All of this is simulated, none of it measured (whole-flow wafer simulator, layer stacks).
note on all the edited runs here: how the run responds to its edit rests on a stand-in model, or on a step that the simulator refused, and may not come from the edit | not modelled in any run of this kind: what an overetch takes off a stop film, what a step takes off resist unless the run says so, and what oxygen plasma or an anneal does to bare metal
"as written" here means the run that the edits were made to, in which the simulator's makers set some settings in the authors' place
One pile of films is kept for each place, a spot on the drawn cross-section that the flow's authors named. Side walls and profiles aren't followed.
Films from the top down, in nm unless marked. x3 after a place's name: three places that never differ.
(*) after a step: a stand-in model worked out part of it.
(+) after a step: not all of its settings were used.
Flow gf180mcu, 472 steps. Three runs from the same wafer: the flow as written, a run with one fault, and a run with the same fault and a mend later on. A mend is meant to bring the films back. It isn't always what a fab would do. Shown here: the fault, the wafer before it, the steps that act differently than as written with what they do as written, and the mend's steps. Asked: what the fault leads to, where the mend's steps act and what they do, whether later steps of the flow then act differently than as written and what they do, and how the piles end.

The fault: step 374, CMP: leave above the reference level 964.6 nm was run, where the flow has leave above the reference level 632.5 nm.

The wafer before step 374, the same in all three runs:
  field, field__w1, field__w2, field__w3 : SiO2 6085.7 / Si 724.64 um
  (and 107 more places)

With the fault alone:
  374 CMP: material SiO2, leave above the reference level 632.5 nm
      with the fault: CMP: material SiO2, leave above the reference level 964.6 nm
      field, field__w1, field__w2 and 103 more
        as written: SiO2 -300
        with the fault: nothing
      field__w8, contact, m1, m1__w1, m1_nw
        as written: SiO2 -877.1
        with the fault: SiO2 -545
  Later steps of the flow that act differently than as written (8 more steps differ only slightly, by at most 2% or 0.5 nm, whichever is larger, and aren't shown):
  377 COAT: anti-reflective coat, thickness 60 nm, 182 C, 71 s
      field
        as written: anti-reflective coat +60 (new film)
        with the fault: anti-reflective coat +72.7 (new film)
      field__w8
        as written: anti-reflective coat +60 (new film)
        with the fault: anti-reflective coat +41.7 (new film)
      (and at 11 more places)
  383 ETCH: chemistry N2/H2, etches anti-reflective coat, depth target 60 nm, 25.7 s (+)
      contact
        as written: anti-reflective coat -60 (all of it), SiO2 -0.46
        with the fault: anti-reflective coat -42.4 (all of it), SiO2 -0.91
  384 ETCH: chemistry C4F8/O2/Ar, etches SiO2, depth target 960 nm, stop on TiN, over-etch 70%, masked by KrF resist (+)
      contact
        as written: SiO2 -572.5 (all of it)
        with the fault: SiO2 -904.1 (all of it)
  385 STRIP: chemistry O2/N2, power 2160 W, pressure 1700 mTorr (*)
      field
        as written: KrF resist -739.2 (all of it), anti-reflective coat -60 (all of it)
        with the fault: KrF resist -732.7 (all of it), anti-reflective coat -72.7 (all of it)
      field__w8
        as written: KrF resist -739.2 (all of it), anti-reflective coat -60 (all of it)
        with the fault: KrF resist -736.2 (all of it), anti-reflective coat -41.7 (all of it)
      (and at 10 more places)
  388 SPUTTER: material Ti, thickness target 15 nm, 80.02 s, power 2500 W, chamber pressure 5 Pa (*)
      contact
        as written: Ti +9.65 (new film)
        with the fault: Ti +8.11 (new film)
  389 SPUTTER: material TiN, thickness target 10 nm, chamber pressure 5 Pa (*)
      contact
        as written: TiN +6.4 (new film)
        with the fault: TiN +5.38 (new film)
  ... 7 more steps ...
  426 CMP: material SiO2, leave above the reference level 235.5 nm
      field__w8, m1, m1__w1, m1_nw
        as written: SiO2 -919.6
        with the fault: SiO2 -950.4
  At the end the piles differ from the flow's by more than 2% or 0.5 nm, whichever is larger, at field, field__w1, field__w2 and 109 more.
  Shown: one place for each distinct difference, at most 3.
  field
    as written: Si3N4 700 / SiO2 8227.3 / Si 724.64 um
    with the fault: Si3N4 700 / SiO2 8527.3 / Si 724.64 um
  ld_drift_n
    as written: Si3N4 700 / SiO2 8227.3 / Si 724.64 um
    with the fault: Si3N4 700 / SiO2 8527.2 / Si 724.64 um
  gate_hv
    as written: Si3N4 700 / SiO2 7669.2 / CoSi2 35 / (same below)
    with the fault: Si3N4 700 / SiO2 7969.1 / CoSi2 35 / (same below)

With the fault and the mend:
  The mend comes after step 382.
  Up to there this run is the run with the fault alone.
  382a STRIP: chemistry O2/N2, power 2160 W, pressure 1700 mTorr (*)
      iso_ptap_pw, iso_ntap_nw, iso_nw_fld and 33 more
        KrF resist -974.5 (all of it), anti-reflective coat -60 (all of it)
      field__w6, field__w7, field__w11 and 21 more
        KrF resist -974.8 (all of it), anti-reflective coat -60.1 (all of it)
      field__w2, field__w3, field__w12 and 9 more
        KrF resist -974.9 (all of it), anti-reflective coat -60.1 (all of it)
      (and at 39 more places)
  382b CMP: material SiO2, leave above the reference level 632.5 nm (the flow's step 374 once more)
      field, field__w1, field__w2 and 103 more
        SiO2 -300
      field__w8, contact, m1, m1__w1, m1_nw
        SiO2 -332.1
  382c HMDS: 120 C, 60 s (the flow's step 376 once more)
      changes no film at any place that is followed
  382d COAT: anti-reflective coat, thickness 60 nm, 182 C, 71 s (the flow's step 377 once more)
      field, field__w1, field__w2 and 108 more
        anti-reflective coat +60 (new film)
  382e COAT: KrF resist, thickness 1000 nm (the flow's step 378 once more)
      field, field__w1, field__w2 and 108 more
        KrF resist +1000 (new film)
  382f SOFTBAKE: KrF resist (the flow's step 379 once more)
      changes no film at any place that is followed
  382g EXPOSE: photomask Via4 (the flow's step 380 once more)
      changes no film at any place that is followed
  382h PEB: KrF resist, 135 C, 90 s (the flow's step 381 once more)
      field, field__w1, field__w2 and 108 more
        KrF resist -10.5
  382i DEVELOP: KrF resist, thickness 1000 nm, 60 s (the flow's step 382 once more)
      field, field__w1, field__w2 and 107 more
        KrF resist -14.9
      contact
        KrF resist -989.5 (all of it)
  No later step of the flow acts differently than as written at any place that is followed.
  At the end the piles are the same as the flow's at every place that both follow.
